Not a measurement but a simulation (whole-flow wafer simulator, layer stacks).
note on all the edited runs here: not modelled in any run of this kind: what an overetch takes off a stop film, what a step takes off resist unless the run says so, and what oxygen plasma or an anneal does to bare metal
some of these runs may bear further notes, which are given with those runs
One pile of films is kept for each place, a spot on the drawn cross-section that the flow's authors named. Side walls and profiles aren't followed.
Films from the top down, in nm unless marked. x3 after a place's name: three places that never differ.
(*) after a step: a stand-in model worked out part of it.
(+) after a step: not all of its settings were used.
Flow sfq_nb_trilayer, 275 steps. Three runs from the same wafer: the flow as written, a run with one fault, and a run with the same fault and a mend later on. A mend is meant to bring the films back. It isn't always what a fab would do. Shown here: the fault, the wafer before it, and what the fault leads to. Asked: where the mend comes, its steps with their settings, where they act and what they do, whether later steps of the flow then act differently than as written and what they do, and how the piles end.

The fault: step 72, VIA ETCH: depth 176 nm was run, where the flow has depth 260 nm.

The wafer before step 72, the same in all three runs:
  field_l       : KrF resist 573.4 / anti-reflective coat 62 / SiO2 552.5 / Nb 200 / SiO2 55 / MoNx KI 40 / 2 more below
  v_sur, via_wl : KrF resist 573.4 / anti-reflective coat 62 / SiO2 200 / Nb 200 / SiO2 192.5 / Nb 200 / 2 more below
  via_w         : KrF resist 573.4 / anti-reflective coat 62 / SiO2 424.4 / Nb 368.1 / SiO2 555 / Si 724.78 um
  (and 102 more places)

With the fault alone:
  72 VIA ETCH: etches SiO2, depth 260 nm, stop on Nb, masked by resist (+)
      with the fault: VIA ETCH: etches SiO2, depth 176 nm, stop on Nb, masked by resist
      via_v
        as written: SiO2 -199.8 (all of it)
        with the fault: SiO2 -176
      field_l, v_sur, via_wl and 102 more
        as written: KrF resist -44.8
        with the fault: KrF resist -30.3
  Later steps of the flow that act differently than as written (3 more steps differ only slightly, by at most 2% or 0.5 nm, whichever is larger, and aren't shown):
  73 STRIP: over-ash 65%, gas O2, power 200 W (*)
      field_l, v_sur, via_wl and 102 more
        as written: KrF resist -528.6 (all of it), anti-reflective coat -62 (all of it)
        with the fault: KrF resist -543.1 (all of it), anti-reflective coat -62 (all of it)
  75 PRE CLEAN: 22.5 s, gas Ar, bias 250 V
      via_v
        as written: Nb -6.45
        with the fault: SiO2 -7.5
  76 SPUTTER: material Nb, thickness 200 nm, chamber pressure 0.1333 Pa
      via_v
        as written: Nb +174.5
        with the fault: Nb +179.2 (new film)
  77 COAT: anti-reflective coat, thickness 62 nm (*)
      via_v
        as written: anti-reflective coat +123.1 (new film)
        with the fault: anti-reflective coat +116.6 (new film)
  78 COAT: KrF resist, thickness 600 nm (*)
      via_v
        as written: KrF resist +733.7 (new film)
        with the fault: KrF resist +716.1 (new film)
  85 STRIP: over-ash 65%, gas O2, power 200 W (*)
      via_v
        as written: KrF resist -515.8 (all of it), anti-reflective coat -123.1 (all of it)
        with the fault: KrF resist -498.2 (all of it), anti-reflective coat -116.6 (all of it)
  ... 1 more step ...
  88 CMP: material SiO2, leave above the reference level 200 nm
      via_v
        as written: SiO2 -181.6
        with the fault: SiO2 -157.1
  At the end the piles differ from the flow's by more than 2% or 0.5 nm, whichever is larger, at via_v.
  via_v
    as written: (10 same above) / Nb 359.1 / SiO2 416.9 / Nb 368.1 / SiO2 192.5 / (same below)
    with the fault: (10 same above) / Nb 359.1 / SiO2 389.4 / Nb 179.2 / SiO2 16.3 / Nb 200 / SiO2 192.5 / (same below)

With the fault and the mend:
  The mend comes after step 73.
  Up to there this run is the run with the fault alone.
  73a COAT: anti-reflective coat, thickness 62 nm (*) (the flow's step 65 once more)
      p4_fl x3, p4_w1 x9, p4_g1 x2 and 63 more
        anti-reflective coat +62 (new film)
      res, r_end, moat and 8 more
        anti-reflective coat +61.8 (new film)
      ce_r, sp_r, be_r, r_sur
        anti-reflective coat +61.7 (new film)
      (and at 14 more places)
  73b COAT: KrF resist, thickness 650 nm (*) (the flow's step 66 once more)
      p4_fl x3, p4_w1 x9, p4_g1 x2 and 63 more
        KrF resist +650 (new film)
      field_r, lsp_l, ln_m5, lsp_m, ln_m6, lsp_r, l0_sur, l0v
        KrF resist +649.6 (new film)
      res, r_end, moat
        KrF resist +649.5 (new film)
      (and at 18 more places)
  73c SOFTBAKE: KrF resist (the flow's step 67 once more)
      changes no film at any place that is followed
  73d EXPOSE: photomask I1, dose 11.91 mJ/cm2, NA 0.6, wavelength 248 nm (*) (the flow's step 68 once more)
      changes no film at any place that is followed
  73e PEB: KrF resist, 90 s (the flow's step 69 once more)
      c5j, ce_r, sp_r and 90 more
        KrF resist -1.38
      field_l, v_sur, via_wl and 7 more
        KrF resist -1.37
      via_wr, be
        KrF resist -1.36
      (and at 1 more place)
  73f DEVELOP: KrF resist, thickness 650 nm, 60 s (the flow's step 70 once more)
      field_l, v_sur, via_wl and 102 more
        KrF resist -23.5
      via_v
        KrF resist -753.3 (all of it)
  73g VIA ETCH: etches anti-reflective coat, depth 125 nm, masked by resist (+) (the flow's step 71 once more)
      field_l, v_sur, via_wl and 102 more
        KrF resist -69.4
      via_v
        anti-reflective coat -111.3 (all of it)
  73h VIA ETCH: etches SiO2, depth 84 nm, stop on Nb, masked by resist (+) (the flow's step 72 once more, with other settings)
      field_l, v_sur, via_wl and 102 more
        KrF resist -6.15
      via_v
        SiO2 -23.8 (all of it)
  73i STRIP: over-ash 65%, gas O2, power 200 W (*) (the flow's step 73 once more)
      p4_fl x3, p4_w1 x9, p4_g1 x2 and 63 more
        KrF resist -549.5 (all of it), anti-reflective coat -62 (all of it)
      moat, field_r, lsp_l, ln_m5, lsp_m, l0v
        KrF resist -549.1 (all of it), anti-reflective coat -61.8 (all of it)
      ln_m6, lsp_r, l0_sur
        KrF resist -549.2 (all of it), anti-reflective coat -61.8 (all of it)
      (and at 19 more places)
  No later step of the flow acts differently than as written, at any place that is followed, by more than 2% or 0.5 nm, whichever is larger.
  At the end the piles differ from the flow's only slightly at the places that both follow, by at most 2% or 0.5 nm, whichever is larger.
